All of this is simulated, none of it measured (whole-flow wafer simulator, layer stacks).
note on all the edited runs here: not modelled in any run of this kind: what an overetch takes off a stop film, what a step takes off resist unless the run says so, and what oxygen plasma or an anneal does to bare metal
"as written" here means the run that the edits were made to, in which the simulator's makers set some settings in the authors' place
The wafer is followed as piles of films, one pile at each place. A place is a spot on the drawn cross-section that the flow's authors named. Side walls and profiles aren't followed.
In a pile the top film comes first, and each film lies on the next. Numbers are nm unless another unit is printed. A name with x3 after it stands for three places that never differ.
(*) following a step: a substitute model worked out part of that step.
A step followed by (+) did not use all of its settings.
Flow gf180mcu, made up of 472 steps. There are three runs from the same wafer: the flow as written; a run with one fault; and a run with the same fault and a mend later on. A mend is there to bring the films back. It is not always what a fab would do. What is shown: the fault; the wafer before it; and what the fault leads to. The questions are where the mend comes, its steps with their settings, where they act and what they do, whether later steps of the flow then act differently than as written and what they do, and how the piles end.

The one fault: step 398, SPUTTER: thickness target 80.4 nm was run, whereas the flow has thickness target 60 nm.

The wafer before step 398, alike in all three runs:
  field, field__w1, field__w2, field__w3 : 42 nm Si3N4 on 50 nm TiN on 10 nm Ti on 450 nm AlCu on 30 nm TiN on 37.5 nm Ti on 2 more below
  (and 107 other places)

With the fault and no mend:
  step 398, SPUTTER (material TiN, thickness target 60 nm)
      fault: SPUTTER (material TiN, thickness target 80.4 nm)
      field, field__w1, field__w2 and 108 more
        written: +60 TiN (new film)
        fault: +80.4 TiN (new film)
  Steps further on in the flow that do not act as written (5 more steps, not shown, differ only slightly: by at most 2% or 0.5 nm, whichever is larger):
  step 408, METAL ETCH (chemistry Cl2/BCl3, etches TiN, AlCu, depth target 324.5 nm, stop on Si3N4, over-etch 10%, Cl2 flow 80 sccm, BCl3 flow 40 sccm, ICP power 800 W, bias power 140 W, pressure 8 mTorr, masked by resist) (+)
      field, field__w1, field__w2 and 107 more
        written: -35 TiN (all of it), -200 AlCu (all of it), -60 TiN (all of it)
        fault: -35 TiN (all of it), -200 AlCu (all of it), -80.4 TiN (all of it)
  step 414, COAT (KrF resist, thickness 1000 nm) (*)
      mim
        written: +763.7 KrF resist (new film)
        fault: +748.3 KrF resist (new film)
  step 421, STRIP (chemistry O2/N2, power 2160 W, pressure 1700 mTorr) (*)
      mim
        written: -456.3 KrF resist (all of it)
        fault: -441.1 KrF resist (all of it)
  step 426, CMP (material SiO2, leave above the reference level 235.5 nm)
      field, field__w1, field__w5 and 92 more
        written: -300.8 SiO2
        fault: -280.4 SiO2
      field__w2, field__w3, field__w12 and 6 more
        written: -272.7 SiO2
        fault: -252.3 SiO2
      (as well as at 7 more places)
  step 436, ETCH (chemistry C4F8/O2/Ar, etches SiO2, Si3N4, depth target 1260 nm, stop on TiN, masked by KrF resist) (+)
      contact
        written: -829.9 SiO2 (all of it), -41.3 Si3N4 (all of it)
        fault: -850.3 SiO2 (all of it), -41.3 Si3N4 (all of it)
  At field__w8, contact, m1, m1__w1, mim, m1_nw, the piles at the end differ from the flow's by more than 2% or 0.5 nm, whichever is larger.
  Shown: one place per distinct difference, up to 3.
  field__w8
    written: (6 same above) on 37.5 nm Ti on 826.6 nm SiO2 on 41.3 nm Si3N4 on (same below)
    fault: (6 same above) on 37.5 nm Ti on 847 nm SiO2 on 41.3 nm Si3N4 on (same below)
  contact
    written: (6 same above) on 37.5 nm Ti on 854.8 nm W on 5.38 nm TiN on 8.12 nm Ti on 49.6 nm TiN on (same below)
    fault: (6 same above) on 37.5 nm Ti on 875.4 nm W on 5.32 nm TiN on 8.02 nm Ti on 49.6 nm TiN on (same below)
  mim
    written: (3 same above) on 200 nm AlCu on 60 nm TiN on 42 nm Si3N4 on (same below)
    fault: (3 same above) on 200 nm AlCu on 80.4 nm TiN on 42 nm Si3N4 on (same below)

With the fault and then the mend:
  The mend stands after step 398.
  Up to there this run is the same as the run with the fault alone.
  step 398a, METAL ETCH (chemistry Cl2/BCl3, etches TiN, AlCu, Ti, depth target 20.4 nm, Cl2 flow 80 sccm, BCl3 flow 40 sccm, ICP power 800 W, bias power 140 W, pressure 8 mTorr) (the flow's step 260 again, with other settings)
      field, field__w1, field__w2 and 108 more
        -20.4 TiN
  Every later step of the flow that is run acts as written at every place that is followed.
  The piles end the same as the flow's at every place that both follow.
